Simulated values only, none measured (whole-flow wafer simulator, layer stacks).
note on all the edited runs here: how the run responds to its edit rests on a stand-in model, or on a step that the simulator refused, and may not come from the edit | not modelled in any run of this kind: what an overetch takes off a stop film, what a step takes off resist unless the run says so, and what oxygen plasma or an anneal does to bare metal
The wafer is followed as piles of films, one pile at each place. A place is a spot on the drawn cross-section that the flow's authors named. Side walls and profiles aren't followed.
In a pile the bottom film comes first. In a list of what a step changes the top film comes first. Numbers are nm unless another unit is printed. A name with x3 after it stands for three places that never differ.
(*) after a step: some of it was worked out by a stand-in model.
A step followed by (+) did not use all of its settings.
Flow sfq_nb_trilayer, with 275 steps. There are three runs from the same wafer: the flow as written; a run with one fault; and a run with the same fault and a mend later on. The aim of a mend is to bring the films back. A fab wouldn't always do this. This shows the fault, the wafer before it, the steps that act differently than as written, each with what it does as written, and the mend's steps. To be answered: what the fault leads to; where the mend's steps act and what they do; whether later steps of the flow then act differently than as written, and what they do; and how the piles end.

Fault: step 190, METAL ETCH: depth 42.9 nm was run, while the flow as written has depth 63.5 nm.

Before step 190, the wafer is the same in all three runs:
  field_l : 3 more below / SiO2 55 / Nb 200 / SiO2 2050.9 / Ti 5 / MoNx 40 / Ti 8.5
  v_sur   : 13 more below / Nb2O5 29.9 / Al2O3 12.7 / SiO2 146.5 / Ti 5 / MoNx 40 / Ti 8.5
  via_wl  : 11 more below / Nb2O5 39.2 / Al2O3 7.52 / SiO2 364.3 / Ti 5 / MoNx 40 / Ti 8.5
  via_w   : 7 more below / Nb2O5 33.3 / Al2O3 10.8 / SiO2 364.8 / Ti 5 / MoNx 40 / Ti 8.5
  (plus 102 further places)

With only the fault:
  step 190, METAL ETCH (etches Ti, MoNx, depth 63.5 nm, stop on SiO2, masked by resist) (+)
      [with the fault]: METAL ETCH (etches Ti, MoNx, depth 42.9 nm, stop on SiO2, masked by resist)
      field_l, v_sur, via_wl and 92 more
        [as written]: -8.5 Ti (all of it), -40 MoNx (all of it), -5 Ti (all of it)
        [with the fault]: -8.5 Ti (all of it), -34.4 MoNx
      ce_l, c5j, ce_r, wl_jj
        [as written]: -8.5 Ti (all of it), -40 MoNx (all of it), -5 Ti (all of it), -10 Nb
        [with the fault]: -8.5 Ti (all of it), -34.4 MoNx
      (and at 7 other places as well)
  Later steps of the flow acting differently than as written (11 other steps are not shown; they differ only slightly, by no more than 2% or 0.5 nm, whichever is larger):
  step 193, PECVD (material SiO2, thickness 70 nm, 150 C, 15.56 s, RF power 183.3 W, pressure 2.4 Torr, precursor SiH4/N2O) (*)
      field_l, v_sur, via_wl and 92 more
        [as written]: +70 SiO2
        [with the fault]: +70 SiO2 (new film)
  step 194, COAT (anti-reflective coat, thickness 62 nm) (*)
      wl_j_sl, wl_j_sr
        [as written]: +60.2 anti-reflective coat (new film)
        [with the fault]: +62 anti-reflective coat (new film)
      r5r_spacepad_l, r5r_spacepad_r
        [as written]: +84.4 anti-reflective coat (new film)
        [with the fault]: +79.8 anti-reflective coat (new film)
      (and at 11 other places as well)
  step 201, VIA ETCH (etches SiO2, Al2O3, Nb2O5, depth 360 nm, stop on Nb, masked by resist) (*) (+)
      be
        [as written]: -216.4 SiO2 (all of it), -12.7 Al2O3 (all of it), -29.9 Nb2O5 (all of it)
        [with the fault]: -69.8 SiO2 (all of it), -5.6 MoNx (all of it), -5 Ti (all of it), -146.5 SiO2 (all of it), -12.7 Al2O3 (all of it), -29.9 Nb2O5 (all of it)
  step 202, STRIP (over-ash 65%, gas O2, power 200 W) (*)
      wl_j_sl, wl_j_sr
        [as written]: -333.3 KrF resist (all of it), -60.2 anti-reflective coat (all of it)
        [with the fault]: -333.2 KrF resist (all of it), -62 anti-reflective coat (all of it)
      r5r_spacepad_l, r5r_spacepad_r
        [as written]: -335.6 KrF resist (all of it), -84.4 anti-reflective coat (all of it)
        [with the fault]: -335.2 KrF resist (all of it), -79.8 anti-reflective coat (all of it)
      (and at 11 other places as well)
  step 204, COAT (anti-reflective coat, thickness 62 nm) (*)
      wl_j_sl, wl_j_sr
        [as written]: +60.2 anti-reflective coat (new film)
        [with the fault]: +62 anti-reflective coat (new film)
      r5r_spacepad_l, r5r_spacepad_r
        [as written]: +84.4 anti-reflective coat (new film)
        [with the fault]: +79.8 anti-reflective coat (new film)
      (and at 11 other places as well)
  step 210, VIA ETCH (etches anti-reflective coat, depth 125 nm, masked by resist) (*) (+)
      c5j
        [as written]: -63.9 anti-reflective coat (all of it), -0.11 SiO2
        [with the fault]: -61.3 anti-reflective coat (all of it), -0.13 SiO2
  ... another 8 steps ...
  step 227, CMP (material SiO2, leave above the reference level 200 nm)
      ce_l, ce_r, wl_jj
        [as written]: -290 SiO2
        [with the fault]: -300 SiO2
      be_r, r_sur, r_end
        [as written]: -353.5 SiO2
        [with the fault]: -342.9 SiO2
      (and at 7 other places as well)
  The piles end different from the flow's at field_l, v_sur, via_wl and 100 more by more than 2% or 0.5 nm, whichever is larger.
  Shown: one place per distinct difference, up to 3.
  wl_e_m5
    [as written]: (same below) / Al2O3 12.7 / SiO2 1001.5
    [with the fault]: (same below) / Al2O3 12.7 / SiO2 146.5 / Ti 5 / MoNx 5.6 / SiO2 855
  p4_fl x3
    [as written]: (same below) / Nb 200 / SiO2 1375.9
    [with the fault]: (same below) / Nb 200 / SiO2 520.9 / Ti 5 / MoNx 5.6 / SiO2 855
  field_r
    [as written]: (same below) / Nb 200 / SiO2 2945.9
    [with the fault]: (same below) / Nb 200 / SiO2 2090.9 / Ti 5 / MoNx 5.6 / SiO2 855

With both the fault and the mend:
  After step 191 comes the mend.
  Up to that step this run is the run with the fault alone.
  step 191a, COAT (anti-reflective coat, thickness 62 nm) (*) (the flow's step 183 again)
      p4_fl x3, p4_w1 x9, p4_g1 x2 and 57 more
        +62 anti-reflective coat (new film)
      field_l, v_sur, via_wl and 6 more
        +62.2 anti-reflective coat (new film)
      wire, be, lsp_m, ln_m6, lsp_r
        +62.3 anti-reflective coat (new film)
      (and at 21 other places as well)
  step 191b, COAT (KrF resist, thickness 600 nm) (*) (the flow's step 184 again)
      p4_fl x3, p4_w1 x9, p4_g1 x2 and 57 more
        +600 KrF resist (new film)
      field_l, v_sur, via_wl, via_w
        +600.5 KrF resist (new film)
      via_wr, via_sp, l0v
        +600.6 KrF resist (new film)
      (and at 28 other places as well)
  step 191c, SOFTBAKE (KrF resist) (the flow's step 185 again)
      leaves every film unchanged at each place that is followed
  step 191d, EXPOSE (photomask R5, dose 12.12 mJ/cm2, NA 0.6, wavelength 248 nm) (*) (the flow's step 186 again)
      leaves every film unchanged at each place that is followed
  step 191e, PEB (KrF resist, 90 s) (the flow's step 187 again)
      field_l, v_sur, via_wl and 76 more
        -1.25 KrF resist
      via_v, wire, be and 14 more
        -1.26 KrF resist
      c5j, ce_r, r5r_space_c
        -1.27 KrF resist
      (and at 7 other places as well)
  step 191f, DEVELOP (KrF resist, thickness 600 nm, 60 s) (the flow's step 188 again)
      p4_fl x3, p4_w1 x9, p4_g1 x2 and 57 more
        -598.7 KrF resist (all of it)
      be_r, r_sur, res, r_end, r5r_line_l, r5r_line_c, r5r_line_r
        -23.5 KrF resist
      via_wl, via_w, via_wr
        -599.3 KrF resist (all of it)
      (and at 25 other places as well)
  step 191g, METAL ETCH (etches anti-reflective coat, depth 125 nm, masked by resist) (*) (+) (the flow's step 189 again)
      p4_fl x3, p4_w1 x9, p4_g1 x2 and 57 more
        -62 anti-reflective coat (all of it)
      field_l, v_sur, via_wl and 6 more
        -62.2 anti-reflective coat (all of it)
      be_r, r_sur, res, r_end, r5r_line_l, r5r_line_c, r5r_line_r
        -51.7 KrF resist
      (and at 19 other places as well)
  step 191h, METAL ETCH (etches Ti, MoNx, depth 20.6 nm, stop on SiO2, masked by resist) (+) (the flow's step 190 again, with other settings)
      field_l, v_sur, via_wl and 92 more
        -5.6 MoNx (all of it), -5 Ti (all of it)
      be_r, r_sur, res, r_end, r5r_line_l, r5r_line_c, r5r_line_r
        -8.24 KrF resist
      ce_l, c5j, ce_r, wl_jj
        -5.6 MoNx (all of it), -5 Ti (all of it), -10 Nb
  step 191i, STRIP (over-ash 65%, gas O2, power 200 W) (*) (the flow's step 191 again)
      r5r_line_l, r5r_line_c, r5r_line_r
        -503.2 KrF resist (all of it), -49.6 anti-reflective coat (all of it)
      be_r
        -497.6 KrF resist (all of it), -54.8 anti-reflective coat (all of it)
      r_sur
        -497.5 KrF resist (all of it), -58.2 anti-reflective coat (all of it)
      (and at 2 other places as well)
  Later steps of the flow that are run all act as written at every place that is followed.
  At every place that both follow, the piles at the end match the flow's.
